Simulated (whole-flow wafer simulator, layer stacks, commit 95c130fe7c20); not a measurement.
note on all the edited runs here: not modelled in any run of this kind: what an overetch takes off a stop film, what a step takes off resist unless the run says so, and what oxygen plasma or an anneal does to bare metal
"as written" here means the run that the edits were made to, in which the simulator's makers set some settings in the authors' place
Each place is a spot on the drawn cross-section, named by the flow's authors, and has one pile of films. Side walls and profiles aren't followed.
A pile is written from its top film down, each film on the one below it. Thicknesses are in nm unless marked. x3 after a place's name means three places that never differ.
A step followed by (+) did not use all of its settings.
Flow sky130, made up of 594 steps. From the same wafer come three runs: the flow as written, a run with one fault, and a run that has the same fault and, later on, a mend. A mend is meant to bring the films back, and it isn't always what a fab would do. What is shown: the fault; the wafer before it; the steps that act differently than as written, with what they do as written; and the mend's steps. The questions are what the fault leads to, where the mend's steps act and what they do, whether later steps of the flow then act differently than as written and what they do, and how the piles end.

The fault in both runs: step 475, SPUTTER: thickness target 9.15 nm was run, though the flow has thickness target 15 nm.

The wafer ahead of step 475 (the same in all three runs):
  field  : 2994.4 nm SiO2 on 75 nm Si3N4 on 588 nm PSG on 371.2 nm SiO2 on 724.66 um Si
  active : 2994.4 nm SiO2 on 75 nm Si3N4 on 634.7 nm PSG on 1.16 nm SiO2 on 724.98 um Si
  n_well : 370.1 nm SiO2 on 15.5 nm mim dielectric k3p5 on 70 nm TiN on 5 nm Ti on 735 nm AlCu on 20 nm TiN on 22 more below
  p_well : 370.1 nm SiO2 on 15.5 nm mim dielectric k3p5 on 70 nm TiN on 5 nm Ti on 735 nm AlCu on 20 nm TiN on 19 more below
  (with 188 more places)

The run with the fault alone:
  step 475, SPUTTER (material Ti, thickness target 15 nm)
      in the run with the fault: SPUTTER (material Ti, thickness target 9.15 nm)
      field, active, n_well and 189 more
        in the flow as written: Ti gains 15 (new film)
        in the run with the fault: Ti gains 9.15 (new film)
  Steps later in the flow that act otherwise than as written (7 more steps, not shown, differ only slightly: by at most 2% or 0.5 nm, whichever is larger):
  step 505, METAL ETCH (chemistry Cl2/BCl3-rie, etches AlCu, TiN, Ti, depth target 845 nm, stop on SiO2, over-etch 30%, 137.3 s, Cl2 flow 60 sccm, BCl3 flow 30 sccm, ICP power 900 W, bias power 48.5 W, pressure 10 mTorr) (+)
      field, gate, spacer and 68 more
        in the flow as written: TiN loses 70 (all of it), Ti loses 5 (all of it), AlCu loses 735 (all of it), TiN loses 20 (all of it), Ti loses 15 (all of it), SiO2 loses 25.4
        in the run with the fault: TiN loses 70 (all of it), Ti loses 5 (all of it), AlCu loses 735 (all of it), TiN loses 20 (all of it), Ti loses 9.15 (all of it), SiO2 loses 25.9
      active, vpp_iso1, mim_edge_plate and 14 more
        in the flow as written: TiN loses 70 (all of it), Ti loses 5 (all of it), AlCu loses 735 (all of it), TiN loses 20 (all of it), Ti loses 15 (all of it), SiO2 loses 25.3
        in the run with the fault: TiN loses 70 (all of it), Ti loses 5 (all of it), AlCu loses 735 (all of it), TiN loses 20 (all of it), Ti loses 9.15 (all of it), SiO2 loses 25.9
  At n_well, p_well, gate_hv and 102 more, the piles at the end differ from the flow's by more than 2% or 0.5 nm, whichever is larger.
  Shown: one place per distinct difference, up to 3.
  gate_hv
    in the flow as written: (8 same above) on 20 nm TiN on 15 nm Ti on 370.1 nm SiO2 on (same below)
    in the run with the fault: (8 same above) on 20 nm TiN on 9.15 nm Ti on 370.1 nm SiO2 on (same below)
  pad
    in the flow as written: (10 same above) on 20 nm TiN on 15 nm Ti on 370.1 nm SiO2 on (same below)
    in the run with the fault: (10 same above) on 20 nm TiN on 9.15 nm Ti on 370.1 nm SiO2 on (same below)
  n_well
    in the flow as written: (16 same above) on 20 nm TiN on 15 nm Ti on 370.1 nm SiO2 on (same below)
    in the run with the fault: (16 same above) on 20 nm TiN on 9.15 nm Ti on 370.1 nm SiO2 on (same below)

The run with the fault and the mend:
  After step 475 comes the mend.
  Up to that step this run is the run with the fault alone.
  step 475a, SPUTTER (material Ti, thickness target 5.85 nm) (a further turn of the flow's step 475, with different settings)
      field, active, n_well and 189 more
        Ti gains 5.85
  Later steps of the flow that are run all act as written at every place that is followed.
  At every place that both follow, the piles at the end match the flow's.
